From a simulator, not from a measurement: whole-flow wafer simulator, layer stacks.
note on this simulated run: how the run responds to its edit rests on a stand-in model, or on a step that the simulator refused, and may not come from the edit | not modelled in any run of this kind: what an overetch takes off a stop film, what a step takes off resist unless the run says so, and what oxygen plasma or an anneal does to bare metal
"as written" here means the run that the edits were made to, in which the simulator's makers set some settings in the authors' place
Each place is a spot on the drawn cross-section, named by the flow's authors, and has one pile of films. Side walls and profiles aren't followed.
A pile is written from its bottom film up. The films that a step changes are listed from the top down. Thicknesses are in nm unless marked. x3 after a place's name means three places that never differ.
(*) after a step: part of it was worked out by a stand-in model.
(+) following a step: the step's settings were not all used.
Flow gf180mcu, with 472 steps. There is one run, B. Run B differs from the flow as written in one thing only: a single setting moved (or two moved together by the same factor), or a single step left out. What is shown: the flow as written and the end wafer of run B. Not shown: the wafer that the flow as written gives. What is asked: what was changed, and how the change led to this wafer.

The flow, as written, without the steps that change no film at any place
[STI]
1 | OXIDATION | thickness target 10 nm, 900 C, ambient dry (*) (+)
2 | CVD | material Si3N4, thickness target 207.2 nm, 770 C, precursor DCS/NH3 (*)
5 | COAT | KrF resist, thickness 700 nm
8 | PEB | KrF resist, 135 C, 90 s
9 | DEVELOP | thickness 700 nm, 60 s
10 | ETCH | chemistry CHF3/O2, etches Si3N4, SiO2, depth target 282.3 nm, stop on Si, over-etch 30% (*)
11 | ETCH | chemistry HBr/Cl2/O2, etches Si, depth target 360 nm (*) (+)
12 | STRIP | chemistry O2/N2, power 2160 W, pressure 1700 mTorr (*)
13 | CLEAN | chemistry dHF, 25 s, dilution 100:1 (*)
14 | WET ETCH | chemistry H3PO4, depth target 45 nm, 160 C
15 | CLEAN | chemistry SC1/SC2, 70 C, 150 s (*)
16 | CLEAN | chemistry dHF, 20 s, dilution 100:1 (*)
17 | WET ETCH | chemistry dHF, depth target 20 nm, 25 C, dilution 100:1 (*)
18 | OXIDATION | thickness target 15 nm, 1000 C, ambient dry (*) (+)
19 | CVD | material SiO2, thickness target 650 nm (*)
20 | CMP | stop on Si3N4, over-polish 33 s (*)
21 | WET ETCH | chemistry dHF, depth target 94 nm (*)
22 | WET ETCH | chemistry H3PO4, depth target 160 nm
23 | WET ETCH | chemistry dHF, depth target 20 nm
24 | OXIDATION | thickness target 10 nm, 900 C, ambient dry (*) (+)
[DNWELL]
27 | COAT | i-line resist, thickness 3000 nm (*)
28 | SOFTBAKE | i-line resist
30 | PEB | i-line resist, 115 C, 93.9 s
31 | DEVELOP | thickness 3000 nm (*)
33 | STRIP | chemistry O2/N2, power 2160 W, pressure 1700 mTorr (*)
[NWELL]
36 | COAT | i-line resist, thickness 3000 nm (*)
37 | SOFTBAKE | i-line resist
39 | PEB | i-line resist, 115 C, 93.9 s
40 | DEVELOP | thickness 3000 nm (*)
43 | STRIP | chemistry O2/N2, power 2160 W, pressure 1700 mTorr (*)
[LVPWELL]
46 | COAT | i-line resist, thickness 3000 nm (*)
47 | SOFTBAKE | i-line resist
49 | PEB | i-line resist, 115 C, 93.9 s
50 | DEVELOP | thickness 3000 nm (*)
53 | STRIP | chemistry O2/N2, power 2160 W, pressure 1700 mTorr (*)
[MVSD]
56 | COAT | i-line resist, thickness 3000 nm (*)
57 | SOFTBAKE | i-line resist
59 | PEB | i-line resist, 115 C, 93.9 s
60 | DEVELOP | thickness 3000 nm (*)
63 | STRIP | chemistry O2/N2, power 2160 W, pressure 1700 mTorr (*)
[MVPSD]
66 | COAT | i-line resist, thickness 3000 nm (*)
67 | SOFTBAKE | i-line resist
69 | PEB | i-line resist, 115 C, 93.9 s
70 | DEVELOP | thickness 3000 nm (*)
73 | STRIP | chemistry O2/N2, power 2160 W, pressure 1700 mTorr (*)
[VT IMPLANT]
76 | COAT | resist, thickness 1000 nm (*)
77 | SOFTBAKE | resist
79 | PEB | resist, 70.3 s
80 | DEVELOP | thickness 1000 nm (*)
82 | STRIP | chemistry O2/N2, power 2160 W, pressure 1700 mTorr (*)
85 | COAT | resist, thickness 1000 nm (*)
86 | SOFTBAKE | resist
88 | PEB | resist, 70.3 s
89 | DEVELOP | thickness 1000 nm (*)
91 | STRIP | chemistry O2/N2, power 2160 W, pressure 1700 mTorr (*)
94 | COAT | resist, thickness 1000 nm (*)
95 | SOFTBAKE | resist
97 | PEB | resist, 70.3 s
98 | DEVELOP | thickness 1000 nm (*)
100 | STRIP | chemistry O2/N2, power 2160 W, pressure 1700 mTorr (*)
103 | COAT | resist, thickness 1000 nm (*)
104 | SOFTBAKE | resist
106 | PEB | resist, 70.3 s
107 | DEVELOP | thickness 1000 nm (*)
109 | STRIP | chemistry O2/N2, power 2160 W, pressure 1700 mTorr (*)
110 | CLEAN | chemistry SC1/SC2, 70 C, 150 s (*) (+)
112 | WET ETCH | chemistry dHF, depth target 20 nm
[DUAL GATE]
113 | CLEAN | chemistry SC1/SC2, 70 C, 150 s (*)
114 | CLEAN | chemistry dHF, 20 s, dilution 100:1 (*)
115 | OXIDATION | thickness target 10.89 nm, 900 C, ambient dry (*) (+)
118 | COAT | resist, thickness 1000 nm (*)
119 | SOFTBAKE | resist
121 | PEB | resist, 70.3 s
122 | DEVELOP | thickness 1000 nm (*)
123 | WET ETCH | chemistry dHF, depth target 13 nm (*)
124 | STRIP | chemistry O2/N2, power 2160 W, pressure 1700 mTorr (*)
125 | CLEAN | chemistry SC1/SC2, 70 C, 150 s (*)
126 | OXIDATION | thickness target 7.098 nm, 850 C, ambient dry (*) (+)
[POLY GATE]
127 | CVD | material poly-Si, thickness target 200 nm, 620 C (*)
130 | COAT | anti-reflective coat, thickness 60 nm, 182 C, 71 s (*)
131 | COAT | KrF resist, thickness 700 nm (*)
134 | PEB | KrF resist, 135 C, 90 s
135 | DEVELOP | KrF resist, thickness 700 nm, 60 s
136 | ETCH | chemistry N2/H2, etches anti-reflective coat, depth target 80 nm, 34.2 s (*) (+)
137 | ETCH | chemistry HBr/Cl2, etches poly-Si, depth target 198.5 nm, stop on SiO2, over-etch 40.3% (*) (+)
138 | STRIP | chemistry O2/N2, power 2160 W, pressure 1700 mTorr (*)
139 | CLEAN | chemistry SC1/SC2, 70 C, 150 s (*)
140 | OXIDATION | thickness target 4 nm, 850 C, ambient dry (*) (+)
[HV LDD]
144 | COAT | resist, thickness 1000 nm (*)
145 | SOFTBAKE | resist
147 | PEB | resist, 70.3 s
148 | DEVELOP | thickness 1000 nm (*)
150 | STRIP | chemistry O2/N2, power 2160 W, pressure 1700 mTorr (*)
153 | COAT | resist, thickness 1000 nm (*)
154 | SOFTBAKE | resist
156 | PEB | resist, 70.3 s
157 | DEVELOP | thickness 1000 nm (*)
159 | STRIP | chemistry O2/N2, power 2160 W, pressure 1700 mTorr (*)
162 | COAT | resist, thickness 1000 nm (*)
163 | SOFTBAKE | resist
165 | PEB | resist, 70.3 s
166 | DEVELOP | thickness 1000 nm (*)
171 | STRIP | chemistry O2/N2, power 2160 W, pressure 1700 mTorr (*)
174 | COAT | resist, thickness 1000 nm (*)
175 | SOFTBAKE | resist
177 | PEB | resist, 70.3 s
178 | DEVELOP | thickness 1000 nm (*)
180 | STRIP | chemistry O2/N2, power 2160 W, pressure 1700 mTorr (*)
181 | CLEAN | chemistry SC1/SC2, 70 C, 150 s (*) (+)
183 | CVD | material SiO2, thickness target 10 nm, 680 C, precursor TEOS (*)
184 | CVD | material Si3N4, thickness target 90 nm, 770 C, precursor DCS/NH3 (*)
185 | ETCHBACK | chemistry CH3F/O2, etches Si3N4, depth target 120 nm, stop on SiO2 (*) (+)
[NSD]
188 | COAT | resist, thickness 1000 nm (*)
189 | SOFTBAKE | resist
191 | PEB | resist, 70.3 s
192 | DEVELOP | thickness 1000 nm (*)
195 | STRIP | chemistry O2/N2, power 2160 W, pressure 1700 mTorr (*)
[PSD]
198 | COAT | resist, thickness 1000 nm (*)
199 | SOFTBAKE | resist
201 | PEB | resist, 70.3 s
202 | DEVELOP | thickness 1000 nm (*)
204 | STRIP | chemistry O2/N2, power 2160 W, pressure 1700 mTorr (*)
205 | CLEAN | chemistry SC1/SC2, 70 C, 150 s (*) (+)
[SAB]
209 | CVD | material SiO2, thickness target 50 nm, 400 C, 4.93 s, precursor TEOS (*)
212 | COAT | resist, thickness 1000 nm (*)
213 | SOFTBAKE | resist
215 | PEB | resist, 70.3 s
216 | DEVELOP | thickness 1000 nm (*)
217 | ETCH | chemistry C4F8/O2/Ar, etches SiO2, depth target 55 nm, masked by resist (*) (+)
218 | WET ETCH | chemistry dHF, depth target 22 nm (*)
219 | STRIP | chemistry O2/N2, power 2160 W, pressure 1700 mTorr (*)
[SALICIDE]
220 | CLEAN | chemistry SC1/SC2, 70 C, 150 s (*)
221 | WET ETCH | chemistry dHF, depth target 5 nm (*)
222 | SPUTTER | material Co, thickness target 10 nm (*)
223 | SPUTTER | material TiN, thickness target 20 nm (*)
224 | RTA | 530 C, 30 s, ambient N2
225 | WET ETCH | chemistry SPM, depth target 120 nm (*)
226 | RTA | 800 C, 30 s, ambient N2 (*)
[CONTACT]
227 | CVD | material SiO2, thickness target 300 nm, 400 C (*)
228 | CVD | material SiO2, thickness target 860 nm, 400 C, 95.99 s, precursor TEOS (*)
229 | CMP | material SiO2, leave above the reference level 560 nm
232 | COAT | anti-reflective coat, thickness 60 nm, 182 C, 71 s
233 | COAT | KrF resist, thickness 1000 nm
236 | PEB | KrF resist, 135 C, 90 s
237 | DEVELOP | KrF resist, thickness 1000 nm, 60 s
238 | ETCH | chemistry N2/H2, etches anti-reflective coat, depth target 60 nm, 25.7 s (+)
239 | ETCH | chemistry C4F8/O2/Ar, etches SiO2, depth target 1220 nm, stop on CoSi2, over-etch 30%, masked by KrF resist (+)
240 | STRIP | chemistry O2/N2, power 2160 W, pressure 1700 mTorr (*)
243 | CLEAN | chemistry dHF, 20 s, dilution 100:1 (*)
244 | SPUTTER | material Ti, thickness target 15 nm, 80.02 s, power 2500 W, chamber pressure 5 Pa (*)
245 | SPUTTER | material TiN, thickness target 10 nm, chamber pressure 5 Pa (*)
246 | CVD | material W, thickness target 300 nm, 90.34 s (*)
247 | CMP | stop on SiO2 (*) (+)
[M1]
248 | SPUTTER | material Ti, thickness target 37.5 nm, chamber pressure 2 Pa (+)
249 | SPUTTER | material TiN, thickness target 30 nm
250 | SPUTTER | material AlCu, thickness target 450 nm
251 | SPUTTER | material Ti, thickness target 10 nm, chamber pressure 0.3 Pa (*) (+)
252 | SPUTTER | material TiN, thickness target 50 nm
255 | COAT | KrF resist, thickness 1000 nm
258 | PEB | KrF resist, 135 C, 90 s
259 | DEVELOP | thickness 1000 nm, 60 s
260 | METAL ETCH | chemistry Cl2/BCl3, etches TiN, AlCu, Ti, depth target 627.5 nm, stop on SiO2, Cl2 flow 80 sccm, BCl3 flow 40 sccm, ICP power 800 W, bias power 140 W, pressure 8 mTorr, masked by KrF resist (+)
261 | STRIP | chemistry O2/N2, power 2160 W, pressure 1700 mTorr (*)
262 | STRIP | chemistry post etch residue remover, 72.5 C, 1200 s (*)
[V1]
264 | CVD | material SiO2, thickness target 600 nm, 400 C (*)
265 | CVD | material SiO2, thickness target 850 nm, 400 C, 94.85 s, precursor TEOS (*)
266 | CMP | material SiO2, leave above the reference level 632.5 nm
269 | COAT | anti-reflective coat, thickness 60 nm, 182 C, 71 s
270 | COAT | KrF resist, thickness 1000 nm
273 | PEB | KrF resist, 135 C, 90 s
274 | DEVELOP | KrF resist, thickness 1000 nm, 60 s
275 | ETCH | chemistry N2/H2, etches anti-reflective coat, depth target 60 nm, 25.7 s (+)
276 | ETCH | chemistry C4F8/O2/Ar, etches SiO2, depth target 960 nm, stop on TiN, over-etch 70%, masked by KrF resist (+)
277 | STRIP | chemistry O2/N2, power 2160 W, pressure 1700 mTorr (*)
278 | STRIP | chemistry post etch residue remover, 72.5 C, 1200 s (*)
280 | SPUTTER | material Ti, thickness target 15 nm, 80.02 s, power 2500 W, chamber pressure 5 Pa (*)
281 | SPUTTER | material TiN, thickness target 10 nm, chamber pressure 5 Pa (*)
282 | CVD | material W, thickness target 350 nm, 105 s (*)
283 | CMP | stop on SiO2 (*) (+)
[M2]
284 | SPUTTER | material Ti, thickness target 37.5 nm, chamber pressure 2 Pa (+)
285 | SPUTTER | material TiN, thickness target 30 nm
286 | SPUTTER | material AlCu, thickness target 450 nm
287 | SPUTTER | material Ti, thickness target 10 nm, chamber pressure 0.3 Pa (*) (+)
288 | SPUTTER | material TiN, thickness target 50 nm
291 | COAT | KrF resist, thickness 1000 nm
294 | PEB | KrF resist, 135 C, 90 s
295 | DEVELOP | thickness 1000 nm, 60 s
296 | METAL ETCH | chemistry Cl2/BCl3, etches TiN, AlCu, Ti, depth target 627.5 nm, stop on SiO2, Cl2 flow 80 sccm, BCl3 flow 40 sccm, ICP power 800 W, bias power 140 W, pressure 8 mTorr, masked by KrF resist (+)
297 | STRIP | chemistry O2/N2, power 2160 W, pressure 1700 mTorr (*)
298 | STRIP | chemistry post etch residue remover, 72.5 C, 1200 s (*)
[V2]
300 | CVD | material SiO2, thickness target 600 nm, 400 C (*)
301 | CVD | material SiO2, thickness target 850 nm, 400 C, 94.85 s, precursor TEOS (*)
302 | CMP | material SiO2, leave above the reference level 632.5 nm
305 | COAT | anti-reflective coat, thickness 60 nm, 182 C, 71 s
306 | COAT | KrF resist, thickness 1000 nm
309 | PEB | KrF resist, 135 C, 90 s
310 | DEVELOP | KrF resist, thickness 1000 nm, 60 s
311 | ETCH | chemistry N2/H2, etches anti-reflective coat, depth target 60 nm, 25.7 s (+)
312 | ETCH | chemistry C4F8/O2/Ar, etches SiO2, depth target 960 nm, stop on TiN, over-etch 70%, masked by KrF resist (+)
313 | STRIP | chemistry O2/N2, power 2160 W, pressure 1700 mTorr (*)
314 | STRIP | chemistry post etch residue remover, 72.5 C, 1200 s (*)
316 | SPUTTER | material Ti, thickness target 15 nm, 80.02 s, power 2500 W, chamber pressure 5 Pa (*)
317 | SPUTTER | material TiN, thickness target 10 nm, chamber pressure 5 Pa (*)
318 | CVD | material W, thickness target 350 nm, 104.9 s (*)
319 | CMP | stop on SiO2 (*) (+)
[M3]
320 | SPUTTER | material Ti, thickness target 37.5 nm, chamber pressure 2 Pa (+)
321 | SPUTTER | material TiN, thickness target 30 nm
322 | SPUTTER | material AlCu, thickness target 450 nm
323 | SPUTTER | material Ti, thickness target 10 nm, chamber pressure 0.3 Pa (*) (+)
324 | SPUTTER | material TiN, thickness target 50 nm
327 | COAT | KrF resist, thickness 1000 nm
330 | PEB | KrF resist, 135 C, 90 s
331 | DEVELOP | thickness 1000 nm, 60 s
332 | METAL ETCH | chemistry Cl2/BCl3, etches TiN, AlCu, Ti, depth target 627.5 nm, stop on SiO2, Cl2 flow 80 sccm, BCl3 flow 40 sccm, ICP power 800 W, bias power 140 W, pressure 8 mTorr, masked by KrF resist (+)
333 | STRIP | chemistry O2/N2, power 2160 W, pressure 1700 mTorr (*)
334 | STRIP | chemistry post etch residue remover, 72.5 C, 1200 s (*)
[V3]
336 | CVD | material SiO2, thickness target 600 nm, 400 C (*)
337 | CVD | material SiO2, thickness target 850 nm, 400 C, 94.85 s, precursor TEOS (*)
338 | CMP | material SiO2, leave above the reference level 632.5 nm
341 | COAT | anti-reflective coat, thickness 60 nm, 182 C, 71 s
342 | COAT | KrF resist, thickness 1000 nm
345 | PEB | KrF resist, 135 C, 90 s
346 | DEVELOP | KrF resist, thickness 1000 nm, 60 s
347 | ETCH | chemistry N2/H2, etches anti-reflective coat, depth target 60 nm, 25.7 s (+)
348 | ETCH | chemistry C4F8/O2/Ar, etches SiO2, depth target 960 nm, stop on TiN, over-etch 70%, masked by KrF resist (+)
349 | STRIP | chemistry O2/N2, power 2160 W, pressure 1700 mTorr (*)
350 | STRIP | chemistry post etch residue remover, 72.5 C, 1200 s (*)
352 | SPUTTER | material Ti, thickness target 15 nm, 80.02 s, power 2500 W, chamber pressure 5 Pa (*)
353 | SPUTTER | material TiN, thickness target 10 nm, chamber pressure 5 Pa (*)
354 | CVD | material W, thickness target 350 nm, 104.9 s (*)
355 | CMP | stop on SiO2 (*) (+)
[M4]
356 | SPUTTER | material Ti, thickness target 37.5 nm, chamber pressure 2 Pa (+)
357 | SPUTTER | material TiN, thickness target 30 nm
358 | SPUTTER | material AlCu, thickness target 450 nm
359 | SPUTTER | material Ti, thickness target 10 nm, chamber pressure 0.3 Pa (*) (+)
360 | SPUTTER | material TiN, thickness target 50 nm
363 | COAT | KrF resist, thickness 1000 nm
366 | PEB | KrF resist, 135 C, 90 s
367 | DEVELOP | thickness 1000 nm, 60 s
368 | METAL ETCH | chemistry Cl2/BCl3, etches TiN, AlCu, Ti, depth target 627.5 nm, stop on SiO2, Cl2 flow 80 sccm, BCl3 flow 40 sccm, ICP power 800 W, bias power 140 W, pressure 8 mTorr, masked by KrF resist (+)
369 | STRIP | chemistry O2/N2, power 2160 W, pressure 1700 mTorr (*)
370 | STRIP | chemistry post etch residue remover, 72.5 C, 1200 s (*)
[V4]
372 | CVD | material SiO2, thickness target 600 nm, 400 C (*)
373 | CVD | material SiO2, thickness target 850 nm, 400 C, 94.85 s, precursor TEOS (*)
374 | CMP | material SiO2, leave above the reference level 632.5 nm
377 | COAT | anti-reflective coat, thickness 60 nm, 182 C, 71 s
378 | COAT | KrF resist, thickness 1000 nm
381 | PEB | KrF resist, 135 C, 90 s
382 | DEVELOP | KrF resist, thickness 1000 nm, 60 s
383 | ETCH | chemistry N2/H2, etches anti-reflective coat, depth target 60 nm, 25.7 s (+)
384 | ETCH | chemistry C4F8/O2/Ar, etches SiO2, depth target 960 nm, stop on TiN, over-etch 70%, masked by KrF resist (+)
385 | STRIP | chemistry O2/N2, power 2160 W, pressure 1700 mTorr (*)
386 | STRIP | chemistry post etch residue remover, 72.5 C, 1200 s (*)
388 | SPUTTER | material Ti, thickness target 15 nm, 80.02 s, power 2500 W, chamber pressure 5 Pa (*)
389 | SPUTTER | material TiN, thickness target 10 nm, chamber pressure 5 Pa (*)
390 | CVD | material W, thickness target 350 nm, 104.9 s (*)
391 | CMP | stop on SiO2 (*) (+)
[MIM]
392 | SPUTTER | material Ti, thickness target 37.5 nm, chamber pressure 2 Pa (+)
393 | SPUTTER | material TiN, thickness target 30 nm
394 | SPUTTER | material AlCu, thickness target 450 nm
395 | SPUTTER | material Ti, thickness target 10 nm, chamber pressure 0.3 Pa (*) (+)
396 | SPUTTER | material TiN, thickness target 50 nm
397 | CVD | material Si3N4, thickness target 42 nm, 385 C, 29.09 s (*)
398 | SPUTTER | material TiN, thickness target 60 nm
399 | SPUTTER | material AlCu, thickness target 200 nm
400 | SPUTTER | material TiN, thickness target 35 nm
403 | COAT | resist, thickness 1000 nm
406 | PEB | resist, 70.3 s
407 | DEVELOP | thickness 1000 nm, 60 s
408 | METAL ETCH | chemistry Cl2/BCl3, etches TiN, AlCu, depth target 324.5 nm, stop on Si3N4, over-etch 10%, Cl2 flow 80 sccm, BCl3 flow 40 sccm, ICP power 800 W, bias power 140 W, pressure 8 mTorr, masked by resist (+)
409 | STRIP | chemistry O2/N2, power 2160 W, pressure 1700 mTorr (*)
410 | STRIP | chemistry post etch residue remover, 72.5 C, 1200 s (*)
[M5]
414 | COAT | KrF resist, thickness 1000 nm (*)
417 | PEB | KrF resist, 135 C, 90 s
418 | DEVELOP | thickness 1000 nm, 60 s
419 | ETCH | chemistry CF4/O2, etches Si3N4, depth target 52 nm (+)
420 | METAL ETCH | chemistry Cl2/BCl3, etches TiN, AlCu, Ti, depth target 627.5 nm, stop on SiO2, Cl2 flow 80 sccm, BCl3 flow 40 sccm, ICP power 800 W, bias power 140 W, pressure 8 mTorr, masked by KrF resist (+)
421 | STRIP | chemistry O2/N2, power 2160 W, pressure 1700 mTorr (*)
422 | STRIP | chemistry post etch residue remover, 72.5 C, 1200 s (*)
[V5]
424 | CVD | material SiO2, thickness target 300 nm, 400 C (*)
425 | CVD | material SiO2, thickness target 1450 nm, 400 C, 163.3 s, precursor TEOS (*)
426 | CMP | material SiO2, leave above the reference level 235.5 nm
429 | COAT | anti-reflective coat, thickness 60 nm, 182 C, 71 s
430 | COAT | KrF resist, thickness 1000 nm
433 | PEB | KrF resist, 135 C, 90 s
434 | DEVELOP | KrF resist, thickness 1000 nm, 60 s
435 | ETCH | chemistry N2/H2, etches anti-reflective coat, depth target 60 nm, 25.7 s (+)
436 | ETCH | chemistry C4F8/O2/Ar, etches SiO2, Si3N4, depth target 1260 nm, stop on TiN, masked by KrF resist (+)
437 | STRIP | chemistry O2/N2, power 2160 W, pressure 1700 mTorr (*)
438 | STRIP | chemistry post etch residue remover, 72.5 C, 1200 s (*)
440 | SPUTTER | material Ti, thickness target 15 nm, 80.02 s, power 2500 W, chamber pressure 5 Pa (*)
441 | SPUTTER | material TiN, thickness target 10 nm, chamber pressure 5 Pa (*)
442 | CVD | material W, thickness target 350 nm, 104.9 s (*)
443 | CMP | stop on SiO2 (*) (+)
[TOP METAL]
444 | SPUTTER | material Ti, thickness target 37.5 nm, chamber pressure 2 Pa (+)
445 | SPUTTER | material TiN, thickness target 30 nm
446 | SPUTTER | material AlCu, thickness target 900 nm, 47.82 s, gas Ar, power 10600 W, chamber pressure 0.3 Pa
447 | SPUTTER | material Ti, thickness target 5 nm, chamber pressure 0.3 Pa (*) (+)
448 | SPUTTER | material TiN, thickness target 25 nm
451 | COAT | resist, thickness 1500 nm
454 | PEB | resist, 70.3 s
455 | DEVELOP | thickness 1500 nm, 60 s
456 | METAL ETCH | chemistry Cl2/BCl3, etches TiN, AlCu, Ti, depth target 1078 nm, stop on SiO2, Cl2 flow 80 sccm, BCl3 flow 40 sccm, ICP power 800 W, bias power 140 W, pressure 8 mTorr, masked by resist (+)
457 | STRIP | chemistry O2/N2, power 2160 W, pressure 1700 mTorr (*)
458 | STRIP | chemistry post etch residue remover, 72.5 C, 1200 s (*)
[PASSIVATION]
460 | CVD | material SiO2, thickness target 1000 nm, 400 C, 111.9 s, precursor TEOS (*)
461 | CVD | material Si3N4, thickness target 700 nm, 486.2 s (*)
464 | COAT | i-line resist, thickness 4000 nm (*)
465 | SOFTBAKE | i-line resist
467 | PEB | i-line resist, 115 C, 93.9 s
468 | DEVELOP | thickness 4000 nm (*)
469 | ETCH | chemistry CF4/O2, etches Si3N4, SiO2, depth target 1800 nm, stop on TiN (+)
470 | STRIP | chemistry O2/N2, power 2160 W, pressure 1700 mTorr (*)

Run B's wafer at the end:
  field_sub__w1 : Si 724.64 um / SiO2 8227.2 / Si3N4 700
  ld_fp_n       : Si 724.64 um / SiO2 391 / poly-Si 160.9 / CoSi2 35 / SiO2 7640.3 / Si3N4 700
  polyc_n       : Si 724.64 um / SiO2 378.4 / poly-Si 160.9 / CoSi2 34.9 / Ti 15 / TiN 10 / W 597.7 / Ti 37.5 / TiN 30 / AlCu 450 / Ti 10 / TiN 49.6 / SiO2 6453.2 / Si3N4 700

Cause: step 23, WET ETCH: depth target 12.2 nm was run, though the flow has depth target 20 nm.

The path from the change to this, step by step:
  23 | WET ETCH | chemistry dHF, depth target 20 nm
      field, field_sub, sti and 34 more: SiO2 loses 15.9 (in the flow as written it would be: SiO2 loses 26)
  28 | SOFTBAKE | i-line resist
      ldn_fp, ldn_drn: i-line resist gains 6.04 (in the flow as written it would be: i-line resist gains 4.83)
      field: i-line resist gains 3.19 (in the flow as written it would be: i-line resist gains 2.45)
      (also at 32 further places)
  37 | SOFTBAKE | i-line resist
      ldn_fp, ldn_drn: i-line resist gains 6.04 (in the flow as written it would be: i-line resist gains 4.83)
      field: i-line resist gains 3.19 (in the flow as written it would be: i-line resist gains 2.45)
      (also at 32 further places)
  47 | SOFTBAKE | i-line resist
      ldn_fp, ldn_drn: i-line resist gains 6.04 (in the flow as written it would be: i-line resist gains 4.83)
      field: i-line resist gains 3.19 (in the flow as written it would be: i-line resist gains 2.45)
      (also at 32 further places)
  57 | SOFTBAKE | i-line resist
      ldn_fp, ldn_drn: i-line resist gains 6.04 (in the flow as written it would be: i-line resist gains 4.83)
      field: i-line resist gains 3.19 (in the flow as written it would be: i-line resist gains 2.45)
      (also at 32 further places)
  67 | SOFTBAKE | i-line resist
      ldn_fp, ldn_drn: i-line resist gains 6.04 (in the flow as written it would be: i-line resist gains 4.83)
      field: i-line resist gains 3.19 (in the flow as written it would be: i-line resist gains 2.45)
      (also at 32 further places)
  77 | SOFTBAKE | resist
      gate_p_hv: resist gains 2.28 (in the flow as written it would be: resist gains 1.75)
  86 | SOFTBAKE | resist
      gate_p_hv: resist gains 2.28 (in the flow as written it would be: resist gains 1.75)
  95 | SOFTBAKE | resist
      gate_p_hv: resist gains 2.28 (in the flow as written it would be: resist gains 1.75)
  104 | SOFTBAKE | resist
      gate_p_hv: resist gains 2.28 (in the flow as written it would be: resist gains 1.75)
  119 | SOFTBAKE | resist
      gate_p_hv: resist gains 1.35 (in the flow as written it would be: resist gains 0.83)
  130 | COAT | anti-reflective coat, thickness 60 nm, 182 C, 71 s (*)
      p_well, spacer, sd_n: anti-reflective coat gains 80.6 (new film) (in the flow as written it would be: anti-reflective coat gains 70.9 (new film))
      ldn_acc, ldp_acc: anti-reflective coat gains 70.8 (new film) (in the flow as written it would be: anti-reflective coat gains 66.9 (new film))
      (also at 69 further places)
  136 | ETCH | chemistry N2/H2, etches anti-reflective coat, depth target 80 nm, 34.2 s (*) (+)
      p_well, spacer, sd_n: anti-reflective coat loses 80.6 (all of it), poly-Si loses 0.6 (in the flow as written it would be: anti-reflective coat loses 70.9 (all of it), poly-Si loses 0.85)
      field: anti-reflective coat loses 58.2 (all of it), poly-Si loses 1.17 (in the flow as written it would be: anti-reflective coat loses 61.5 (all of it), poly-Si loses 1.09)
      (also at 49 further places)
  138 | STRIP | chemistry O2/N2, power 2160 W, pressure 1700 mTorr (*)
      gate: chemical SiO2 gains 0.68 (new film), KrF resist loses 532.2 (all of it), anti-reflective coat loses 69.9 (all of it), poly-Si loses 0.3 (in the flow as written it would be: chemical SiO2 gains 0.68 (new film), KrF resist loses 531.7 (all of it), anti-reflective coat loses 65.5 (all of it), poly-Si loses 0.3)
      gate_hv: chemical SiO2 gains 0.68 (new film), KrF resist loses 530.5 (all of it), anti-reflective coat loses 62.6 (all of it), poly-Si loses 0.3 (in the flow as written it would be: chemical SiO2 gains 0.68 (new film), KrF resist loses 528.4 (all of it), anti-reflective coat loses 61 (all of it), poly-Si loses 0.3)
      (also at 19 further places)
  145 | SOFTBAKE | resist
      gate_p_hv: resist loses 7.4 (in the flow as written it would be: resist loses 7.98)
  154 | SOFTBAKE | resist
      gate_p_hv: resist loses 7.4 (in the flow as written it would be: resist loses 7.98)
  ... 9 other steps ...
  229 | CMP | material SiO2, leave above the reference level 560 nm
      ldn_sep__w1, ldn_sep__w2, ldn_dft and 8 more: SiO2 loses 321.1 (in the flow as written it would be: SiO2 loses 311)
      sti, mim_1p0, pad, dice_street, iso_nw_fld, iso_fld_sub: SiO2 loses 306.9 (in the flow as written it would be: SiO2 loses 296.8)
      (also at 40 further places)
